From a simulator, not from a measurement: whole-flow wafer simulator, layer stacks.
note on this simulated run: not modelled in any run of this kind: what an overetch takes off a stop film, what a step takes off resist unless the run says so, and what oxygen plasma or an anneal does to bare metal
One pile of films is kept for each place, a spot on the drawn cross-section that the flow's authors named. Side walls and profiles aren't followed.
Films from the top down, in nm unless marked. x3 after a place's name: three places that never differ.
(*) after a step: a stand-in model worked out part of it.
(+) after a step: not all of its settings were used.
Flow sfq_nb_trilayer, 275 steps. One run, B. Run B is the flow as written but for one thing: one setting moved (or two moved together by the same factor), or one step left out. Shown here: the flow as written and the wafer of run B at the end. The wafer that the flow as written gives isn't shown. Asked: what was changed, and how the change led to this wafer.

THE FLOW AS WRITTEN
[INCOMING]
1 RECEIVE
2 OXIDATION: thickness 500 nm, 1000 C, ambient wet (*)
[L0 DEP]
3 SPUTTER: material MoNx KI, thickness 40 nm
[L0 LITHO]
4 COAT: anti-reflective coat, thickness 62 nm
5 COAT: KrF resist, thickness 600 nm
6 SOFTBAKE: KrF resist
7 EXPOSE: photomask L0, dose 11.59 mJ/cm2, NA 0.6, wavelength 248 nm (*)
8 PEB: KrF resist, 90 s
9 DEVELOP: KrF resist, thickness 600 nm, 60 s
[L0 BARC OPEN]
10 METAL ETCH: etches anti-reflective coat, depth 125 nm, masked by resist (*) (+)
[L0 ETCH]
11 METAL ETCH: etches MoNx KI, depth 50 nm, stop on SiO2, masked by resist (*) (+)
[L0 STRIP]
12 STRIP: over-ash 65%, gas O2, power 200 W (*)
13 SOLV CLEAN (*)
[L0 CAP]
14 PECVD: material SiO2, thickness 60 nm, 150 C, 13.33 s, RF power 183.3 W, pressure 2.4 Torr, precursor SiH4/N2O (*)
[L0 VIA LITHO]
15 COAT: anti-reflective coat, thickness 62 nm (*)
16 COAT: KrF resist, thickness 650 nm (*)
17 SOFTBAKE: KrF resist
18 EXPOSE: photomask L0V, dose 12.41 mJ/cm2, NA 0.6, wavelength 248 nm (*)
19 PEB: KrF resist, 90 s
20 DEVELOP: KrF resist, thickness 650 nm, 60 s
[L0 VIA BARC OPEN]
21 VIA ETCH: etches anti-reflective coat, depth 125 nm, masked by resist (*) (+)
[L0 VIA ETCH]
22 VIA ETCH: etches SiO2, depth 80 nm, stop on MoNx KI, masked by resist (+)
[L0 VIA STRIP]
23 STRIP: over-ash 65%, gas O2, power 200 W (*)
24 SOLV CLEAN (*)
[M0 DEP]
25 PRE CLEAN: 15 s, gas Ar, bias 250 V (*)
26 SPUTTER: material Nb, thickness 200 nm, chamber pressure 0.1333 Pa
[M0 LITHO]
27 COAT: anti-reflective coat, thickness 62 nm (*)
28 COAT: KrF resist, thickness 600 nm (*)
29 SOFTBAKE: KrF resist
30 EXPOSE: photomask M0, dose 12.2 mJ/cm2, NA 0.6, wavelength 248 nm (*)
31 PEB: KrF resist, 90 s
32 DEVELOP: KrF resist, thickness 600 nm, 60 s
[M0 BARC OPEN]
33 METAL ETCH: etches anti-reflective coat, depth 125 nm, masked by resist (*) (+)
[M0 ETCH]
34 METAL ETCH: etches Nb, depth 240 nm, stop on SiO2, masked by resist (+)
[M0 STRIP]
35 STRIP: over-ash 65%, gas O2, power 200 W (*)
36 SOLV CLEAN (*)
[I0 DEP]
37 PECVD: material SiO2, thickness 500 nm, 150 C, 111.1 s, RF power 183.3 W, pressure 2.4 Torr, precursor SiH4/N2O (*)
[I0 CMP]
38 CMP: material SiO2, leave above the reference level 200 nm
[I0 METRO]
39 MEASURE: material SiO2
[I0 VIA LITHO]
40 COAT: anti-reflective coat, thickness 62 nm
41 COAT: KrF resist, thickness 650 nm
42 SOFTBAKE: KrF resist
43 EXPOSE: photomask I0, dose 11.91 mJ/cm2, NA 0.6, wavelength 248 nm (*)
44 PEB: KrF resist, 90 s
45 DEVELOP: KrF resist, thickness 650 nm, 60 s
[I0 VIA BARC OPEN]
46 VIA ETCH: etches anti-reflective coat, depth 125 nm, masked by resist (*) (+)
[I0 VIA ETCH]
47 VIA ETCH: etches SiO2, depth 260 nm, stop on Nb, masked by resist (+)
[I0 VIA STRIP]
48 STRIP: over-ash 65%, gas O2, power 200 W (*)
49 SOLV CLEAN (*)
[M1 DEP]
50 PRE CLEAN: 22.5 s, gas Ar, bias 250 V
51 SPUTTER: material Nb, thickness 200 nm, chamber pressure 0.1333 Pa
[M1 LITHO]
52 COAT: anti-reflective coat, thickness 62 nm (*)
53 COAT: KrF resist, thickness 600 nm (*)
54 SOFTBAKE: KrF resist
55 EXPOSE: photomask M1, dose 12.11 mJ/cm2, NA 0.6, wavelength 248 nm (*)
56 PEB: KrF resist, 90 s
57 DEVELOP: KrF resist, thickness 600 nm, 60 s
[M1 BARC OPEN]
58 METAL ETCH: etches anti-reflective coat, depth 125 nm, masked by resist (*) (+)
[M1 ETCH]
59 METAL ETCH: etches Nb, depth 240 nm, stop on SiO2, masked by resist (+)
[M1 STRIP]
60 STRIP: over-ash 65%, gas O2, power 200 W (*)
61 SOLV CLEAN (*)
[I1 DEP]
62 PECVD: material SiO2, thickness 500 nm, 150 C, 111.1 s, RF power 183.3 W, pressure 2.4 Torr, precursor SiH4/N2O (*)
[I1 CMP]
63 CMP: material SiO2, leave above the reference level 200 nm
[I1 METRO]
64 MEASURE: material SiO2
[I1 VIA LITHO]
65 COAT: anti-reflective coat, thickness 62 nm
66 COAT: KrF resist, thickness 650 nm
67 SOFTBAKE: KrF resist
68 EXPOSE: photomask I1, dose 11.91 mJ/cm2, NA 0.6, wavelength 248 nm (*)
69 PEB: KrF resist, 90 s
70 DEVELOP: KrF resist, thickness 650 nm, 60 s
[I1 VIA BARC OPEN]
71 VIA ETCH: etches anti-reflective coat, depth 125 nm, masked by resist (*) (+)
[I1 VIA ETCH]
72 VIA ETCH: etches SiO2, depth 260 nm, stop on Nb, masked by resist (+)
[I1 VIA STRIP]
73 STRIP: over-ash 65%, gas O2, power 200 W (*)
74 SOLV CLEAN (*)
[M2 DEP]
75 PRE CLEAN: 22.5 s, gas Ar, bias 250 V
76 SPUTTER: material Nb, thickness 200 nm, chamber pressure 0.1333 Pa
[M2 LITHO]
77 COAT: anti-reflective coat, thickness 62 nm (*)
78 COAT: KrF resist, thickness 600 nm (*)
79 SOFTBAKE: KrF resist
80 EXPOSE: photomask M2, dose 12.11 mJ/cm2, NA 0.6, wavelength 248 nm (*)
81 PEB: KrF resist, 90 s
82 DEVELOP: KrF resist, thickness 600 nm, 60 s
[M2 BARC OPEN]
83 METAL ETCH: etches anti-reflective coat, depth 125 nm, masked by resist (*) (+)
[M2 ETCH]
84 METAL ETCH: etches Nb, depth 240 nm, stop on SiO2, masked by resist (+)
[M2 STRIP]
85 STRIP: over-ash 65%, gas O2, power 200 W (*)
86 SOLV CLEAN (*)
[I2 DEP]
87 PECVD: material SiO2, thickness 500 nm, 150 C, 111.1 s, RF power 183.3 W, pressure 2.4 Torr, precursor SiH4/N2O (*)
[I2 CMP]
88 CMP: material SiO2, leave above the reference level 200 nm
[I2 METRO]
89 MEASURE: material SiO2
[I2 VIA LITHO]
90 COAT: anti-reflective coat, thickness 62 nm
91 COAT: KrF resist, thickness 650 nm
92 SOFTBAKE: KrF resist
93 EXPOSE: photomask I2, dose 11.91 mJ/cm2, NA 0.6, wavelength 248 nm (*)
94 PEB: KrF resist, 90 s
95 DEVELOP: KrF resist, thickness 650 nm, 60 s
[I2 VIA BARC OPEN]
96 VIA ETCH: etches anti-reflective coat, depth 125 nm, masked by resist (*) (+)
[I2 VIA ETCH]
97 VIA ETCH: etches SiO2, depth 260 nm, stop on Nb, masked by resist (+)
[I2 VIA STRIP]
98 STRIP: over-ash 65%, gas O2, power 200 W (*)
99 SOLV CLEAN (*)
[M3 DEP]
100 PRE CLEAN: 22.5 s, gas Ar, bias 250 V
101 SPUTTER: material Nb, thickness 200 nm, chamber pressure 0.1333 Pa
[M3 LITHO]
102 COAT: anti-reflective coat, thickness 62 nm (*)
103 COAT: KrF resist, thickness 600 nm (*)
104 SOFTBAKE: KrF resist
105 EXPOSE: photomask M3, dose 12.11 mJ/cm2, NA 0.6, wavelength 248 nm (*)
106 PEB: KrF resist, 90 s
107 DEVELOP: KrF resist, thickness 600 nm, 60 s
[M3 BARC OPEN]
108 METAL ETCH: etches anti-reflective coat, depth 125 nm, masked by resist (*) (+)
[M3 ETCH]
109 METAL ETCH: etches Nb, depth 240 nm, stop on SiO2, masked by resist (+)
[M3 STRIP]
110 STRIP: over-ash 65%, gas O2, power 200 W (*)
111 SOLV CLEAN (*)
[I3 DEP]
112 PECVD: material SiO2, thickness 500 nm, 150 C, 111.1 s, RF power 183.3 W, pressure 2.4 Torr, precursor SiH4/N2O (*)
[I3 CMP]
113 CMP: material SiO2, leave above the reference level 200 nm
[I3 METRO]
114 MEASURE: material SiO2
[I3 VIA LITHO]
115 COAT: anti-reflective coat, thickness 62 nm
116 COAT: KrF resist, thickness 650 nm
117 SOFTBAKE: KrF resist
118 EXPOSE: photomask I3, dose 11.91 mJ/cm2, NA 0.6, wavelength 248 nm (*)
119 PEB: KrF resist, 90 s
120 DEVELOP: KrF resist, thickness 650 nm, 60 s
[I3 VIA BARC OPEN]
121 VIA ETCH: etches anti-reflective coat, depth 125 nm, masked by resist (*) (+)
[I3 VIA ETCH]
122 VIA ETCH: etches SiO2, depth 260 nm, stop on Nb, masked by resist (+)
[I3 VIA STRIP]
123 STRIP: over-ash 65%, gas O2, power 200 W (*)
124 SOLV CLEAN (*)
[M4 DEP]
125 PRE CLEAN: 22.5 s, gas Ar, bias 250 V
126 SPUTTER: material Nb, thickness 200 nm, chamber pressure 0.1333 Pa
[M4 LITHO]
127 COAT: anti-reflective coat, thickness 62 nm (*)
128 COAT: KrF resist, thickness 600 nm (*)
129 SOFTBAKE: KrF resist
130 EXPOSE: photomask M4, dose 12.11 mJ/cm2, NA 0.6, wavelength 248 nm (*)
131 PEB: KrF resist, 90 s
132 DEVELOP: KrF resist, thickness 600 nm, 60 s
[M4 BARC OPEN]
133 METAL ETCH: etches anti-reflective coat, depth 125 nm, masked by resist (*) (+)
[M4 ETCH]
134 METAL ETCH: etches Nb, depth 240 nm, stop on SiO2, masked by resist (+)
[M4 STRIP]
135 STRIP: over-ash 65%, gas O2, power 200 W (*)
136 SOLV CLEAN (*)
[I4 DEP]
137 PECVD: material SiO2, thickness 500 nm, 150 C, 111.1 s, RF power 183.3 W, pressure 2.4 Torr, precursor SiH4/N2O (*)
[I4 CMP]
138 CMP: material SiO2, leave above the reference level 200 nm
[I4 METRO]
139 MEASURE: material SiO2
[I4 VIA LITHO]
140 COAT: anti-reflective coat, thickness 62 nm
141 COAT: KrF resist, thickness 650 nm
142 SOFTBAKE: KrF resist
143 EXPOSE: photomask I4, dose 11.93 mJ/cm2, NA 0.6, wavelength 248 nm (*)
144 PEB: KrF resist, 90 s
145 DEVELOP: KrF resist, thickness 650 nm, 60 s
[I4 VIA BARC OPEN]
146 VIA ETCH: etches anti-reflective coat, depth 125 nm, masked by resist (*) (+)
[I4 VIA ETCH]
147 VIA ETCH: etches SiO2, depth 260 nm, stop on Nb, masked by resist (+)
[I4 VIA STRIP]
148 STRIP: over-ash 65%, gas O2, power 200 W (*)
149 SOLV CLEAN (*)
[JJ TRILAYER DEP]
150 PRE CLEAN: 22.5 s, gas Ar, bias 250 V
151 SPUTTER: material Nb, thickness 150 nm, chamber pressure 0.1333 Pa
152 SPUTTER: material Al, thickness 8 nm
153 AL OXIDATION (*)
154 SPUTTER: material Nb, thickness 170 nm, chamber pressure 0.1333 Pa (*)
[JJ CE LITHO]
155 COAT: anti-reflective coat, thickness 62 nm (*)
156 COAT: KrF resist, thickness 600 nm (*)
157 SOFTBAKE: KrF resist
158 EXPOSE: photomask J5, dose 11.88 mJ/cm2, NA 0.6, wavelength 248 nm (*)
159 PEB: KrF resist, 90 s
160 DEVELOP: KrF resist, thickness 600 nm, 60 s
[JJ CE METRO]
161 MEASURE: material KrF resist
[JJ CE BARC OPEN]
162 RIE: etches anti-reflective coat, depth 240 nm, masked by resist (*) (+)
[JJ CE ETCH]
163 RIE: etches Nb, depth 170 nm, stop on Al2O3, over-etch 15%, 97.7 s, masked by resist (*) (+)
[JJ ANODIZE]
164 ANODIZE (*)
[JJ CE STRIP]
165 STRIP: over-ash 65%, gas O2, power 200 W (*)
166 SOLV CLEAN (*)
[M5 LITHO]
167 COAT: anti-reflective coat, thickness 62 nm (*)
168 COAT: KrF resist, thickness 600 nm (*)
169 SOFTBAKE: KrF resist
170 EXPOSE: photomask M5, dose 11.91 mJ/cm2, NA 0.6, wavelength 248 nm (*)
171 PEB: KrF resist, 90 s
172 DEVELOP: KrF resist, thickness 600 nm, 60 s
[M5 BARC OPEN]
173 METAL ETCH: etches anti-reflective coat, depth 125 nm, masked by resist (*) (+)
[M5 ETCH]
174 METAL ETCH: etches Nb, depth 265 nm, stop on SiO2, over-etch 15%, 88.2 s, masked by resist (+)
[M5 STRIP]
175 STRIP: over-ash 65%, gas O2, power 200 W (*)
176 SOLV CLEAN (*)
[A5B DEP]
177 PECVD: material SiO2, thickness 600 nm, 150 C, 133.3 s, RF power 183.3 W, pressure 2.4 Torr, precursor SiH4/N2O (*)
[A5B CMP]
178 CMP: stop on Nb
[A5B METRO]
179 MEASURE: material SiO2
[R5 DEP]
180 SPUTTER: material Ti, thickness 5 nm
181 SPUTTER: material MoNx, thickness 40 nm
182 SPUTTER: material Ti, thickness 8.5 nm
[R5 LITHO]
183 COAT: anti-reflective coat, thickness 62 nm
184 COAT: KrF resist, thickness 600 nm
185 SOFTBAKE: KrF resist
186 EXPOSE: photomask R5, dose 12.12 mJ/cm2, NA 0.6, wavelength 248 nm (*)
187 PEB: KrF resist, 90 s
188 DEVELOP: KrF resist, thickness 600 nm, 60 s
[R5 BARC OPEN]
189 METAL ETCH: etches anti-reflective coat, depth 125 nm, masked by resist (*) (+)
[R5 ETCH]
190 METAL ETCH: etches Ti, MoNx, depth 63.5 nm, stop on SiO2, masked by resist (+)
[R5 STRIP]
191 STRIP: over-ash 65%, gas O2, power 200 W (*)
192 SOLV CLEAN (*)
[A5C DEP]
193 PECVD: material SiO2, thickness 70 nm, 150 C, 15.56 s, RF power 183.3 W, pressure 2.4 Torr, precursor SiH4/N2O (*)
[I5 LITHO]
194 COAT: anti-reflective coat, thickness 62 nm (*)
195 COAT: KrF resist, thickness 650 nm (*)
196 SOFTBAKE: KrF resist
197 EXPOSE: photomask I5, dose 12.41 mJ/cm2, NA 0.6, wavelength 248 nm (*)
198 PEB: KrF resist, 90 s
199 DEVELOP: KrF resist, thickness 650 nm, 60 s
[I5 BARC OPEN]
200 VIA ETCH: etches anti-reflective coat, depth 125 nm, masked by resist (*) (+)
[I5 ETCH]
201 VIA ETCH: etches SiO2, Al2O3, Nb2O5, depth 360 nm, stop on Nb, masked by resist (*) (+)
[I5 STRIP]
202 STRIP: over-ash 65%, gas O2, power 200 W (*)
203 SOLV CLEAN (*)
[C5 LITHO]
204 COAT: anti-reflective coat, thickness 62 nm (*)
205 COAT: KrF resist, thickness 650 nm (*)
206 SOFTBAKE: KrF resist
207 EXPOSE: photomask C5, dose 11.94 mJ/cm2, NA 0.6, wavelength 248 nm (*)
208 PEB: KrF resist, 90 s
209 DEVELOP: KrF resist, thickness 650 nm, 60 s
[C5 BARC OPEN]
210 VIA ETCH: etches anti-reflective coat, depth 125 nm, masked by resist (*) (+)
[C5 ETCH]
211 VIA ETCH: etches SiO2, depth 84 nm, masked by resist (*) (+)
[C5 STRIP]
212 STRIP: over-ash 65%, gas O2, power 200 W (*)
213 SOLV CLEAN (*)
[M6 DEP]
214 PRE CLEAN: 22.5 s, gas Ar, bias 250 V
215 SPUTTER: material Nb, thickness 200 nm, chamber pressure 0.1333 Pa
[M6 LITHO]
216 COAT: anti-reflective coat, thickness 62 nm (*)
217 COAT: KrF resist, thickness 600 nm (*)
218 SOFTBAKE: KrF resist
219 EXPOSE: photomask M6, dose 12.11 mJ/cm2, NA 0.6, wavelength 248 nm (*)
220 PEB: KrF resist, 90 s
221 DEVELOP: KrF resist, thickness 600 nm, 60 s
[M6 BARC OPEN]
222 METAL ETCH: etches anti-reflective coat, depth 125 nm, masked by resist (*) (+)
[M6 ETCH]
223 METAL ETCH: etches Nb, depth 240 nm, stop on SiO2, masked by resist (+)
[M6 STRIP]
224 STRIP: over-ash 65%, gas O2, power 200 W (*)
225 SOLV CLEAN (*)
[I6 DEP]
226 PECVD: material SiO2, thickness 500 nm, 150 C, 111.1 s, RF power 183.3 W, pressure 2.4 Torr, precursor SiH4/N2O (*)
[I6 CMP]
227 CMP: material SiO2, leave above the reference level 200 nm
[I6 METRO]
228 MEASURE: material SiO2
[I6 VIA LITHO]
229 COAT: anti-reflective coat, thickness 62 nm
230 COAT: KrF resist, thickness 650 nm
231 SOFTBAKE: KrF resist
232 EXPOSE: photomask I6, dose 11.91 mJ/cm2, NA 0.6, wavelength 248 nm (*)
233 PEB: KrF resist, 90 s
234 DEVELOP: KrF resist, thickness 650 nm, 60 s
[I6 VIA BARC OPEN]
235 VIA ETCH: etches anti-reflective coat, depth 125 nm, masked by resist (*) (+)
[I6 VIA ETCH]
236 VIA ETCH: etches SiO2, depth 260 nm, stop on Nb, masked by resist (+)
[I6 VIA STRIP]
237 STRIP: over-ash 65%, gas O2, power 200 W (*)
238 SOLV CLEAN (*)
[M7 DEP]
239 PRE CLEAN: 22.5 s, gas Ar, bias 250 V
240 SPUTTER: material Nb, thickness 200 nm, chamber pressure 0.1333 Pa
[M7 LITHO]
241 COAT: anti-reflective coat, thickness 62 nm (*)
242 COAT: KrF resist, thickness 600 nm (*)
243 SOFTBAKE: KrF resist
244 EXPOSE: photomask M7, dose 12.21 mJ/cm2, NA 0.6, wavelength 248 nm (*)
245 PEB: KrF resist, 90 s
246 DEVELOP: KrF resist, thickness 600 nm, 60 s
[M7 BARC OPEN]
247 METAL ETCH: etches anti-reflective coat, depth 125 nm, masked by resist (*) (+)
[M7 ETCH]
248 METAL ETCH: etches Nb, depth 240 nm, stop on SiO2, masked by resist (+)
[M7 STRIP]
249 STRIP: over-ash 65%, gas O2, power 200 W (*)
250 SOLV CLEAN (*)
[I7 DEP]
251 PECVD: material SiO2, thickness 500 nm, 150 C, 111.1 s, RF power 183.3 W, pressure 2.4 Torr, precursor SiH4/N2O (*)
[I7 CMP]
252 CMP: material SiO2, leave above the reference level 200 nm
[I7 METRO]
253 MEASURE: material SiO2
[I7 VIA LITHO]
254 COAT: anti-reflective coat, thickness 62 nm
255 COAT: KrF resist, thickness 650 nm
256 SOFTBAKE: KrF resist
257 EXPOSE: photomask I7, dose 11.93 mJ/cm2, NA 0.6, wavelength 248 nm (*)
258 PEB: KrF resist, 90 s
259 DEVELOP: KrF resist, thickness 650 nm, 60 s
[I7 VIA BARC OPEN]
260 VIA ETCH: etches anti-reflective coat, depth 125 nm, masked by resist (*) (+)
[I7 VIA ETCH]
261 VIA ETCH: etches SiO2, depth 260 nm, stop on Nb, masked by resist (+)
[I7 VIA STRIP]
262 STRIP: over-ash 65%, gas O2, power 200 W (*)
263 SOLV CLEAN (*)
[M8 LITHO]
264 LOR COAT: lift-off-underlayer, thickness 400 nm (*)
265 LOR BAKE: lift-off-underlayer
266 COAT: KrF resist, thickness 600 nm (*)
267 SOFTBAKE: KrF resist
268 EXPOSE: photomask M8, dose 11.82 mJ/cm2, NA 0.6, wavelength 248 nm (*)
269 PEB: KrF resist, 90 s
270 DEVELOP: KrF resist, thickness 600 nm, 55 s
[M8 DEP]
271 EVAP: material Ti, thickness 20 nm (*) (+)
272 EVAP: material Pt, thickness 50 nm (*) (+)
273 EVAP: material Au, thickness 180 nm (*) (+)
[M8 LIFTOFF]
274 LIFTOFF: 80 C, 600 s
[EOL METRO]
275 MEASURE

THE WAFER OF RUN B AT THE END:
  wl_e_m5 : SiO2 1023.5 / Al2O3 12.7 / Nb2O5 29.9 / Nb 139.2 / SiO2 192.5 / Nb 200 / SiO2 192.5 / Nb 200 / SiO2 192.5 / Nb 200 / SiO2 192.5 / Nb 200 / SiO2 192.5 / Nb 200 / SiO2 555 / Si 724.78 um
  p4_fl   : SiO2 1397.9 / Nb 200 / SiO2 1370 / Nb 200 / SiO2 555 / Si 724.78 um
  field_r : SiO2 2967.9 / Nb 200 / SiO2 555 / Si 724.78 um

The cause: step 240, SPUTTER: thickness 222 nm was run, where the flow has thickness 200 nm.

How the change led to this, step by step:
  240 SPUTTER: material Nb, thickness 200 nm, chamber pressure 0.1333 Pa
      field_l, v_sur, via_wl and 102 more: Nb +222 (new film) (as written it would be: Nb +200 (new film))
      via_v: Nb +178.9 (as written it would be: Nb +161.1)
  248 METAL ETCH: etches Nb, depth 240 nm, stop on SiO2, masked by resist (+)
      field_l, field_r, lsp_l and 62 more: Nb -222 (all of it) (as written it would be: Nb -200 (all of it))
  251 PECVD: material SiO2, thickness 500 nm, 150 C, 111.1 s, RF power 183.3 W, pressure 2.4 Torr, precursor SiH4/N2O (*)
      m7r_space_l x2: SiO2 +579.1 (as written it would be: SiO2 +557.1)
  252 CMP: material SiO2, leave above the reference level 200 nm
      field_l, p4_fl, p4_fm and 56 more: SiO2 -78 (as written it would be: SiO2 -100)
      field_r, lsp_l: SiO2 -53.2 (as written it would be: SiO2 -77.7)
      (and at 2 more places)
